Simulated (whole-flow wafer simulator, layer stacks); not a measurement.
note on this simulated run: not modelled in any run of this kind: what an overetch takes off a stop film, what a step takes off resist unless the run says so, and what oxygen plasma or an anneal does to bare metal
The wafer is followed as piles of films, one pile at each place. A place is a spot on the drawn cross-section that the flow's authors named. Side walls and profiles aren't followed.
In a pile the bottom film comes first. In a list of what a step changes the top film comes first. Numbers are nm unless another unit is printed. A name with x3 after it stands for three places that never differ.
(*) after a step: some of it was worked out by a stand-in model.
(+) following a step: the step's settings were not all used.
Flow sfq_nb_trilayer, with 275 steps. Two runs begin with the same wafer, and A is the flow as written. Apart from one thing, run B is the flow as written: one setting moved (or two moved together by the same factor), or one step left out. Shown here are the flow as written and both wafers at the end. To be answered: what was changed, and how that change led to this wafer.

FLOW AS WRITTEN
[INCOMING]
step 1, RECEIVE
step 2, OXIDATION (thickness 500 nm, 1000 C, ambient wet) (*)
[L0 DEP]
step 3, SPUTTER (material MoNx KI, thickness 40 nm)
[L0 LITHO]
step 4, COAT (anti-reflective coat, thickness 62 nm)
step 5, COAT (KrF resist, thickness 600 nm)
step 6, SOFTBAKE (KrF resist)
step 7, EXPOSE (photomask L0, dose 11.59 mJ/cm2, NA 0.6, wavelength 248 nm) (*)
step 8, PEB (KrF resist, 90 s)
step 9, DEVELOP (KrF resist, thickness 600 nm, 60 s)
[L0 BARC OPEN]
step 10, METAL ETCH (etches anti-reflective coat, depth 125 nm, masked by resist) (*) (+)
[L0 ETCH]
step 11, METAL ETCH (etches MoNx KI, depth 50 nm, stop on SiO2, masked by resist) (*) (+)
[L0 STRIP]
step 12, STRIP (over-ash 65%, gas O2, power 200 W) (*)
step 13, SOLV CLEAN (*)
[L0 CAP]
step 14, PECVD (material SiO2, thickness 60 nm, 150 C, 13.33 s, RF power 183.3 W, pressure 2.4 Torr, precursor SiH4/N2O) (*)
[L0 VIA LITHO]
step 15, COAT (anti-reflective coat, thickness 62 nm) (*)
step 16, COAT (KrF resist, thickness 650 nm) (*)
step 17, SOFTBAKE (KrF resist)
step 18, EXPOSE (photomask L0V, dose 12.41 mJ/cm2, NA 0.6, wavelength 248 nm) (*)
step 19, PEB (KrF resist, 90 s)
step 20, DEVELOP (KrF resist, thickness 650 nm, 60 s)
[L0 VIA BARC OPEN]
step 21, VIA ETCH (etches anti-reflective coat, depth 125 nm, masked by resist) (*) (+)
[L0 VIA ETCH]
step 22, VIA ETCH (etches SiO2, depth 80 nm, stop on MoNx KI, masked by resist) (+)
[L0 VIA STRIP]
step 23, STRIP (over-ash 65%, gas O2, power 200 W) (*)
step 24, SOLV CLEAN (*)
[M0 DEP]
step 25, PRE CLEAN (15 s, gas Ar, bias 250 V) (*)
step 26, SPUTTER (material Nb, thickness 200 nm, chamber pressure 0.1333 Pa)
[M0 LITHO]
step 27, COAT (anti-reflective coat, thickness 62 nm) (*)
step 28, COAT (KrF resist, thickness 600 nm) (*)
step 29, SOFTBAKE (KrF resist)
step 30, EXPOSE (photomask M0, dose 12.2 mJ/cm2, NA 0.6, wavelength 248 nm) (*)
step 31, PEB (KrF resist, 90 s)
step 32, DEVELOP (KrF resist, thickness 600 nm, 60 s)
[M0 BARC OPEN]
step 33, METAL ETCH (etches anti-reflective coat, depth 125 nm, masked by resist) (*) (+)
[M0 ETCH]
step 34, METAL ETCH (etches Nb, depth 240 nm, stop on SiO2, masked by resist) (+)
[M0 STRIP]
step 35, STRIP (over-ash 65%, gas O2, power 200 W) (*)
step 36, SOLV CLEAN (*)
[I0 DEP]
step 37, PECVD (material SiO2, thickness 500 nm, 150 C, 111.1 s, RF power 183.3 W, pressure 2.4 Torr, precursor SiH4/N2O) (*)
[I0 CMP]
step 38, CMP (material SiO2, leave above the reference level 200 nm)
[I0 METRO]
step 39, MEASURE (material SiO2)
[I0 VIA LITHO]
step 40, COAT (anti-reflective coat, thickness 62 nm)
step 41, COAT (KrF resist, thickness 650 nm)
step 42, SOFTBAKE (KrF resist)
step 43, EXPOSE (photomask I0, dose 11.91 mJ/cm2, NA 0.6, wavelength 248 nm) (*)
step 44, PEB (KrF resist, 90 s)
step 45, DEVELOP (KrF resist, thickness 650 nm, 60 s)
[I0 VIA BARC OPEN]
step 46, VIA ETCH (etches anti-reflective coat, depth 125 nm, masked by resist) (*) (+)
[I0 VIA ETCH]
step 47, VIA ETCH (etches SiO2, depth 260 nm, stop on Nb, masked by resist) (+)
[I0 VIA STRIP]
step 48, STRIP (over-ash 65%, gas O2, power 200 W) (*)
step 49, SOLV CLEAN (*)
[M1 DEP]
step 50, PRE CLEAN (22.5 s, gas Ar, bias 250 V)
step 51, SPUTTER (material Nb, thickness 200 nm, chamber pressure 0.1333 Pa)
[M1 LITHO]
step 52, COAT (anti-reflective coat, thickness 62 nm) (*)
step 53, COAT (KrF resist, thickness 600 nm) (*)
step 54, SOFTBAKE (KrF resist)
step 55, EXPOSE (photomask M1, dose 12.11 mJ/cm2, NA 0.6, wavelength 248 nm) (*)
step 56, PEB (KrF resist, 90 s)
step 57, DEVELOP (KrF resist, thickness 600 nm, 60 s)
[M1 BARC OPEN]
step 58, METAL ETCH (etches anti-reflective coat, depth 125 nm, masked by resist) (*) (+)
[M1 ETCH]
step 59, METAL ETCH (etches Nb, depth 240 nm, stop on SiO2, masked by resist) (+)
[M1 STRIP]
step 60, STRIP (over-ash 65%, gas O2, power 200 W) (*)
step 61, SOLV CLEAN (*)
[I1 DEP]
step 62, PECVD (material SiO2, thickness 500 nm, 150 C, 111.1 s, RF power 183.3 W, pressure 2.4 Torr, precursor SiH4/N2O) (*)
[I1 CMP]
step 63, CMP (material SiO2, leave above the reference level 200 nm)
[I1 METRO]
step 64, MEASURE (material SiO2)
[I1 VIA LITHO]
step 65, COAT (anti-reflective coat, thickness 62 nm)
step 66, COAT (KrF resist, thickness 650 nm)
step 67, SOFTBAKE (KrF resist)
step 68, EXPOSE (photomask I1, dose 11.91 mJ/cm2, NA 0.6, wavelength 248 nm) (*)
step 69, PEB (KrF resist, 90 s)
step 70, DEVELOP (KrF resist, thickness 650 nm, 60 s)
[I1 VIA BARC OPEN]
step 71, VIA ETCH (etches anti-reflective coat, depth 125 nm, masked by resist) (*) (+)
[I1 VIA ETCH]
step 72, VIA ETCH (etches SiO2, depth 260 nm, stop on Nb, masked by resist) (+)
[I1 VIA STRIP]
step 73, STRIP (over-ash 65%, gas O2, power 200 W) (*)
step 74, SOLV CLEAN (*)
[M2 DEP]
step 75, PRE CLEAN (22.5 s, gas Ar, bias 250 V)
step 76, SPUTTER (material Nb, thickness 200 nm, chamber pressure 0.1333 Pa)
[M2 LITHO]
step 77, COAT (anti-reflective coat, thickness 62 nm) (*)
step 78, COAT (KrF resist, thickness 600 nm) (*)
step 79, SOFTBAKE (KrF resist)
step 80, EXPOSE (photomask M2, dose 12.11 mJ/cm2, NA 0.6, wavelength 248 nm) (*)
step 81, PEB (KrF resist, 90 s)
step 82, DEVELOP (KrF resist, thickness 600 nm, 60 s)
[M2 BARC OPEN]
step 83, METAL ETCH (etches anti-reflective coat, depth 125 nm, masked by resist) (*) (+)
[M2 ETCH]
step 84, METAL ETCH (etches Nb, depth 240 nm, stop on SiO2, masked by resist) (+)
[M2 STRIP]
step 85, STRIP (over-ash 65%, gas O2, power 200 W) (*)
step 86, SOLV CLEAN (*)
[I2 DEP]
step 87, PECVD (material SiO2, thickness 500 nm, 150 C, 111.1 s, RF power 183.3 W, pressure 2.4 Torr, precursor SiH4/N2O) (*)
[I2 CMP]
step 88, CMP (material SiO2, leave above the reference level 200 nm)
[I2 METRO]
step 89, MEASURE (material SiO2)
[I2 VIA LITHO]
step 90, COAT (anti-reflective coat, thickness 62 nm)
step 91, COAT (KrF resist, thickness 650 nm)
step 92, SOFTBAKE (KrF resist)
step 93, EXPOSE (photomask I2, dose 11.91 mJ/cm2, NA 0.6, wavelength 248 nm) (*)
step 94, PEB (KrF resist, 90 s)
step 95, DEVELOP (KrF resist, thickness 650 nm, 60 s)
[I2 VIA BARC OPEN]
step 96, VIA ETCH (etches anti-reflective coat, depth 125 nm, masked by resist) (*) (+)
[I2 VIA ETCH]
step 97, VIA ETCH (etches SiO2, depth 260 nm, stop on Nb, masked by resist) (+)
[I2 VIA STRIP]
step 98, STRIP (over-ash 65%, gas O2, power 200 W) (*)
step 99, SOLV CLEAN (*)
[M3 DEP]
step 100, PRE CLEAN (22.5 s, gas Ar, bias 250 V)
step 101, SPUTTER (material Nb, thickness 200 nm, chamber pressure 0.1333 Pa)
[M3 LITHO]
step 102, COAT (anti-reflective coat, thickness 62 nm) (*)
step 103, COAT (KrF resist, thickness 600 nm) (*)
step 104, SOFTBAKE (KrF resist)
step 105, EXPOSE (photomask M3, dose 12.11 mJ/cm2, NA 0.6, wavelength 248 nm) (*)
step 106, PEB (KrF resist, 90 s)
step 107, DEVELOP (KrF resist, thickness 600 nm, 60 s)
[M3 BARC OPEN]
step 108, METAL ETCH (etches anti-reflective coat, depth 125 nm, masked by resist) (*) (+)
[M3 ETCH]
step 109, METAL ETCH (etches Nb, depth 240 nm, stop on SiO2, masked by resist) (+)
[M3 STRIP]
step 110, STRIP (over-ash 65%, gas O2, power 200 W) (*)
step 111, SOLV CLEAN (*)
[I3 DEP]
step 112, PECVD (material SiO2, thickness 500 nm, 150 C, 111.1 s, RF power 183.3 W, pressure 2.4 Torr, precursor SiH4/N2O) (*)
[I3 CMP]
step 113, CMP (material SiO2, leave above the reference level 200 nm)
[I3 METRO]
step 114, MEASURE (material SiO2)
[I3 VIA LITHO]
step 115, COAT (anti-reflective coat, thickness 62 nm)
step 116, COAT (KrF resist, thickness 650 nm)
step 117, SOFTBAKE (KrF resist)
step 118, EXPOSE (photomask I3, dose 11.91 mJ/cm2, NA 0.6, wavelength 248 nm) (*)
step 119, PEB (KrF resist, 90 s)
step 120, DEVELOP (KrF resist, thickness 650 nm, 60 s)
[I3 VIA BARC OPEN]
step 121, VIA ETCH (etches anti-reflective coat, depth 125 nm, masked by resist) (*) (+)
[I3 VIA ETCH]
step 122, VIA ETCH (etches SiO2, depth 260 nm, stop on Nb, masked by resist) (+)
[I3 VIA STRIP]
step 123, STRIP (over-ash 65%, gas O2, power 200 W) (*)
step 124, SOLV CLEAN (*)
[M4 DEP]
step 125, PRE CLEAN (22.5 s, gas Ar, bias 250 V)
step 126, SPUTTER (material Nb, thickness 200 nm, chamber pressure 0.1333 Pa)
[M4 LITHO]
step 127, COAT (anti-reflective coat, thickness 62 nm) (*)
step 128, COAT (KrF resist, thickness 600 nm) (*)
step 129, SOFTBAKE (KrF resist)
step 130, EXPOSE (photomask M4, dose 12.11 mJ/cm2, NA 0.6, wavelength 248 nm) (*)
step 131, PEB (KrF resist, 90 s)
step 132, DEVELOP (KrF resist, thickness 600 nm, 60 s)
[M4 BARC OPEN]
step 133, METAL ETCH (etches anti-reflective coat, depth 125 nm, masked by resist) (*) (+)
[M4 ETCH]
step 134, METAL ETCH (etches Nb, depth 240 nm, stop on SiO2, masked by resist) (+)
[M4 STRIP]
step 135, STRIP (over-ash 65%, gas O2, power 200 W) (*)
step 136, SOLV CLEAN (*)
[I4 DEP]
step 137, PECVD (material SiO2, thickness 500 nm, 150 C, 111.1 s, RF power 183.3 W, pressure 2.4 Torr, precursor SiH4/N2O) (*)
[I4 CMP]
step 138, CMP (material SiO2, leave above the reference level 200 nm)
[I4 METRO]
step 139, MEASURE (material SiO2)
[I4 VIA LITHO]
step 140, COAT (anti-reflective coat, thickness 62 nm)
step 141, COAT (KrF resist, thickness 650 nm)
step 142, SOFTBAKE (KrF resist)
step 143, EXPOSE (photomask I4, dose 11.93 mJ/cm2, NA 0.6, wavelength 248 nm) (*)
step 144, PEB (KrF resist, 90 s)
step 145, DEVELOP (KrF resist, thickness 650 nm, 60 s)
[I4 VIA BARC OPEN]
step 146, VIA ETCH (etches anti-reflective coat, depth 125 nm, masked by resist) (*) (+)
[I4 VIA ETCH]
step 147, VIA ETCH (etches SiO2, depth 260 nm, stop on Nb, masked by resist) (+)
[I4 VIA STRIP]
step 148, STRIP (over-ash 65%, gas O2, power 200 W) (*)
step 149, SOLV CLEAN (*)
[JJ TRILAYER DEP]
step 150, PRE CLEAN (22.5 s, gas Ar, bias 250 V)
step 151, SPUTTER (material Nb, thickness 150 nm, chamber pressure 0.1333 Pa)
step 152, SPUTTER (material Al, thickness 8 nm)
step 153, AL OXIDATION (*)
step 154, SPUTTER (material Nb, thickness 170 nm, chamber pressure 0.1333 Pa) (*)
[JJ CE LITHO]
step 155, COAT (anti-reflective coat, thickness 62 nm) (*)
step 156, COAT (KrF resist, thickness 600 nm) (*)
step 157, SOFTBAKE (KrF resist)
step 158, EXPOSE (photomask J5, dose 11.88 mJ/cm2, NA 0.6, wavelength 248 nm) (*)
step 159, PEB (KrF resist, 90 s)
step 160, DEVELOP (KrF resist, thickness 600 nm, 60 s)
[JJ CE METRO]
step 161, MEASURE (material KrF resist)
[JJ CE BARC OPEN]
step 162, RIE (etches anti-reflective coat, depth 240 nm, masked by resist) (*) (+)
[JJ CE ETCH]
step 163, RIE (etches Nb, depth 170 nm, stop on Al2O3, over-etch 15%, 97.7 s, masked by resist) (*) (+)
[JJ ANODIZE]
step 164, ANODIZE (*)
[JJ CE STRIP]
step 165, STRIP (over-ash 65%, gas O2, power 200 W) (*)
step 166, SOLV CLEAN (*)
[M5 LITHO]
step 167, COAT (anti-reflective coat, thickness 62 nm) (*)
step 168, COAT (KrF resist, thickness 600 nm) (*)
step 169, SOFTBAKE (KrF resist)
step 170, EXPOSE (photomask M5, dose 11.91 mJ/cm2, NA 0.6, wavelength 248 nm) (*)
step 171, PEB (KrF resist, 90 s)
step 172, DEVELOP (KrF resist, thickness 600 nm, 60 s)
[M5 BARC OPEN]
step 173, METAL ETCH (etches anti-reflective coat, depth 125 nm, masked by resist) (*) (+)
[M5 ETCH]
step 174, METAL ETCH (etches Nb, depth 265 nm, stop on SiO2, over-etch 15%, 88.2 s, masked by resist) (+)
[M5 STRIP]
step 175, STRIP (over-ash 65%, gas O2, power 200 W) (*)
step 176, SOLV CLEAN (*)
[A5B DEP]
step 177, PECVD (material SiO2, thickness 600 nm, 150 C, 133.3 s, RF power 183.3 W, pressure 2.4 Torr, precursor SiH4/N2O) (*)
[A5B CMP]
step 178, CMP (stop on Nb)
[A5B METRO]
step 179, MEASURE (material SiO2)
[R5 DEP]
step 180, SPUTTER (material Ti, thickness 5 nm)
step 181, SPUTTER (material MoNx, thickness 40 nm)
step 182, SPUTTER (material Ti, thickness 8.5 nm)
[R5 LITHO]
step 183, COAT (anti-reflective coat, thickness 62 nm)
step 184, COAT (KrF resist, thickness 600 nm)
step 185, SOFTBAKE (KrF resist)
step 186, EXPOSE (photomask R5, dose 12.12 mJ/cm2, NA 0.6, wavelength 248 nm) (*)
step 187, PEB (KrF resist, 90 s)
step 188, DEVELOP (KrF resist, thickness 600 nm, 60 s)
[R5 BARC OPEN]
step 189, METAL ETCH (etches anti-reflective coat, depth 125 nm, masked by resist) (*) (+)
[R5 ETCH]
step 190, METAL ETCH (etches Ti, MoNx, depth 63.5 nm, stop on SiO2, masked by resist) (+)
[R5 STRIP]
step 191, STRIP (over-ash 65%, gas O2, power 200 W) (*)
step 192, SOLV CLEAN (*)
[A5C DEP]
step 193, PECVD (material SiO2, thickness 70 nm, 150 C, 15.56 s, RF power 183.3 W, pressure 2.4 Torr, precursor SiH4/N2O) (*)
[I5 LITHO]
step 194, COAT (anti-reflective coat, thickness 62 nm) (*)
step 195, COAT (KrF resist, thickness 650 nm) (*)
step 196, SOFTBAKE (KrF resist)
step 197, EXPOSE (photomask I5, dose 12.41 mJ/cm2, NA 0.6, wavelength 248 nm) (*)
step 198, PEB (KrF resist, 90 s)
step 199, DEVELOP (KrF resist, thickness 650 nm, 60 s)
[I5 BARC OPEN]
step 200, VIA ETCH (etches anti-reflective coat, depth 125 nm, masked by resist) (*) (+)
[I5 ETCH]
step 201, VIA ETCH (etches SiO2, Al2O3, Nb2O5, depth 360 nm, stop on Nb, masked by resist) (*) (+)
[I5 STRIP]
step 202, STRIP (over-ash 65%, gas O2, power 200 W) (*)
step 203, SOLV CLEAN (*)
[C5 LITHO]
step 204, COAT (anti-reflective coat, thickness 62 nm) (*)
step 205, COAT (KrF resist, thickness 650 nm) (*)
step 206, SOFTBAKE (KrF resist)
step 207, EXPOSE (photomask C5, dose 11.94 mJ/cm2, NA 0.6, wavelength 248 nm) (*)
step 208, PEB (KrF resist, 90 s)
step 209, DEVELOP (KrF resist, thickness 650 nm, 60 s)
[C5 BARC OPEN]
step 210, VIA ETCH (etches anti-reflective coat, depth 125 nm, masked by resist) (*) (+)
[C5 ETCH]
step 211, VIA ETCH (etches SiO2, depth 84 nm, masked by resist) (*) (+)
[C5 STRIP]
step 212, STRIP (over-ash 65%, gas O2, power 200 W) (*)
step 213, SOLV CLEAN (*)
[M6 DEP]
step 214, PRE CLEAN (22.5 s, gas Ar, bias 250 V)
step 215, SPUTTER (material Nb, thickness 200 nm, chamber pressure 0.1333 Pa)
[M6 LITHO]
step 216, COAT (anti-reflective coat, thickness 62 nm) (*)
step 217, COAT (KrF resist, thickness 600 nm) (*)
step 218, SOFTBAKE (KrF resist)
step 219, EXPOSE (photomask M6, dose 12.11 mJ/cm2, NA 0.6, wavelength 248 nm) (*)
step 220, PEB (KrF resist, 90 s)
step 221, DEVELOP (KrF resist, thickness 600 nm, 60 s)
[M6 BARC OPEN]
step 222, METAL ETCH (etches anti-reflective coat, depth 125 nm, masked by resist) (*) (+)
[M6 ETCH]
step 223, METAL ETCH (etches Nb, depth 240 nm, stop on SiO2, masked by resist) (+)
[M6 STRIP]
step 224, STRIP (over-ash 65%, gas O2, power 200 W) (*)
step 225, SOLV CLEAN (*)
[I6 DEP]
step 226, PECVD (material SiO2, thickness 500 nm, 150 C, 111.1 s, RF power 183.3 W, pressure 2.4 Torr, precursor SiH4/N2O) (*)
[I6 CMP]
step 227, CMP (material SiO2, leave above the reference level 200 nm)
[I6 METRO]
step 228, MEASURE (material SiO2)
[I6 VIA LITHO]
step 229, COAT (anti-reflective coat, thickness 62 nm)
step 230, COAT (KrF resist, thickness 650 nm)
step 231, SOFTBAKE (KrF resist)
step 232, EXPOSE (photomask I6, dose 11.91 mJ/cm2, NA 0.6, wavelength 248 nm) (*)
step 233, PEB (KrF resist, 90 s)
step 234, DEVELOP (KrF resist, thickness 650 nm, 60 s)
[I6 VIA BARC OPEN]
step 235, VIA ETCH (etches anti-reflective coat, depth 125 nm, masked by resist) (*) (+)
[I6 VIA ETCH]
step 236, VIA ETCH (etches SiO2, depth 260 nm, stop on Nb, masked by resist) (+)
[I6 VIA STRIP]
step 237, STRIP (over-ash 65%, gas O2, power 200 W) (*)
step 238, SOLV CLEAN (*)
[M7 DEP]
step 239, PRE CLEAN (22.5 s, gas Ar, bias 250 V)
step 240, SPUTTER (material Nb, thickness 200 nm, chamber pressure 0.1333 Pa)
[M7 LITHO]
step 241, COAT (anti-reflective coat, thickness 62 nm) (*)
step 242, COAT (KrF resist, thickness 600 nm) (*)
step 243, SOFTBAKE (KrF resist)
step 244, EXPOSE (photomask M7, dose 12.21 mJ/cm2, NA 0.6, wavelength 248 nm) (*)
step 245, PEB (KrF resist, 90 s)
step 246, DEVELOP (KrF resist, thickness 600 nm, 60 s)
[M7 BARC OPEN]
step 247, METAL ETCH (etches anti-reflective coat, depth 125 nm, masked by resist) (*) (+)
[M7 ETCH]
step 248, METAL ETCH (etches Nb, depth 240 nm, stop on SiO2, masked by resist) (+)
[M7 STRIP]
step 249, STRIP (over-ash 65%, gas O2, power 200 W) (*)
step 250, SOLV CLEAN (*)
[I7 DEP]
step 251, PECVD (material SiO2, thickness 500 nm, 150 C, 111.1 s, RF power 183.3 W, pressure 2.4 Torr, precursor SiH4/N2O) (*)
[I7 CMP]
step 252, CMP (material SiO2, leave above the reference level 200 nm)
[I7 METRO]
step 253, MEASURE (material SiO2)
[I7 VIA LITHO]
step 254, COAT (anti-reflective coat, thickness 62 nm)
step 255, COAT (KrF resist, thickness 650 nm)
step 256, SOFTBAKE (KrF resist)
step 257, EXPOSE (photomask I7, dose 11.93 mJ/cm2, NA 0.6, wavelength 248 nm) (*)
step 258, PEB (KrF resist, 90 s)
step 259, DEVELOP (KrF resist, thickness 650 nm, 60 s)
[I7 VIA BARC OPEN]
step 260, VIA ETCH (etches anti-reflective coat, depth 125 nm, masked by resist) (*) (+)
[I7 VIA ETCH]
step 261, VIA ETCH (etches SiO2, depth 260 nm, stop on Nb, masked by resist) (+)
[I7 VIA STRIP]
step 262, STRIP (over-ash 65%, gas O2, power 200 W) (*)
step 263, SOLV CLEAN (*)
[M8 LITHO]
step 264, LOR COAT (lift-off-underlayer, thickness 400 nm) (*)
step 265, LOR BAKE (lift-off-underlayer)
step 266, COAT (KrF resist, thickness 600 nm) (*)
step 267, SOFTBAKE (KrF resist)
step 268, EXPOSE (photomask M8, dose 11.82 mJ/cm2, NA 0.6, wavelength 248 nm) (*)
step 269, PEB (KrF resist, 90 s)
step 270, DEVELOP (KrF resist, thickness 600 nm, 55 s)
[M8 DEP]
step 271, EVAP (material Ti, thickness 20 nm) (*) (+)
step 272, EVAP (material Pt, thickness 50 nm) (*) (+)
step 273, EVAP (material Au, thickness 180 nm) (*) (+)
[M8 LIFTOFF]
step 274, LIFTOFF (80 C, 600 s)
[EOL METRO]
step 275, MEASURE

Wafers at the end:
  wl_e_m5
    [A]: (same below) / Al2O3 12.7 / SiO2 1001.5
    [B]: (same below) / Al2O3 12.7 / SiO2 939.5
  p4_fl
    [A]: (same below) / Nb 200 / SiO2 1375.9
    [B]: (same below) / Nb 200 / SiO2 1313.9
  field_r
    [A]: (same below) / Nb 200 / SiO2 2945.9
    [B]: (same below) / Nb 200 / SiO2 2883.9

Cause: step 227, CMP: leave above the reference level 138 nm was run, though the flow has leave above the reference level 200 nm.

How this came from the change, step by step:
  step 227, CMP (material SiO2, leave above the reference level 200 nm)
      field_l, p4_fl, p4_fm and 59 more: A SiO2 loses 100 | B SiO2 loses 162
      v_sur, via_wl, via_w and 15 more: A SiO2 loses 300 | B SiO2 loses 362
      (also at 26 further places)
  step 236, VIA ETCH (etches SiO2, depth 260 nm, stop on Nb, masked by resist) (+)
      field_l, v_sur, via_wl and 102 more: A KrF resist loses 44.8 | B KrF resist loses 35.6
      via_v: A SiO2 loses 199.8 (all of it) | B SiO2 loses 137.8 (all of it)
  step 240, SPUTTER (material Nb, thickness 200 nm, chamber pressure 0.1333 Pa)
      via_v: A Nb gains 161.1 | B Nb gains 176.2
  step 241, COAT (anti-reflective coat, thickness 62 nm) (*)
      via_sp: A anti-reflective coat gains 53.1 (new film) | B anti-reflective coat gains 54.2 (new film)
      via_v: A anti-reflective coat gains 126 (new film) | B anti-reflective coat gains 111.1 (new film)
      (also at 1 further place)
  step 242, COAT (KrF resist, thickness 600 nm) (*)
      via_v: A KrF resist gains 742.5 (new film) | B KrF resist gains 690.5 (new film)
  step 249, STRIP (over-ash 65%, gas O2, power 200 W) (*)
      via_sp: A KrF resist loses 373.6 (all of it), anti-reflective coat loses 53.1 (all of it) | B KrF resist loses 378 (all of it), anti-reflective coat loses 54.2 (all of it)
      via_v: A KrF resist loses 524.5 (all of it), anti-reflective coat loses 126 (all of it) | B KrF resist loses 472.6 (all of it), anti-reflective coat loses 111.1 (all of it)
      (also at 1 further place)
  step 251, PECVD (material SiO2, thickness 500 nm, 150 C, 111.1 s, RF power 183.3 W, pressure 2.4 Torr, precursor SiH4/N2O) (*)
      via_v: A SiO2 gains 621 (new film) | B SiO2 gains 517.8 (new film)
  step 252, CMP (material SiO2, leave above the reference level 200 nm)
      via_v: A SiO2 loses 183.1 | B SiO2 loses 157.1
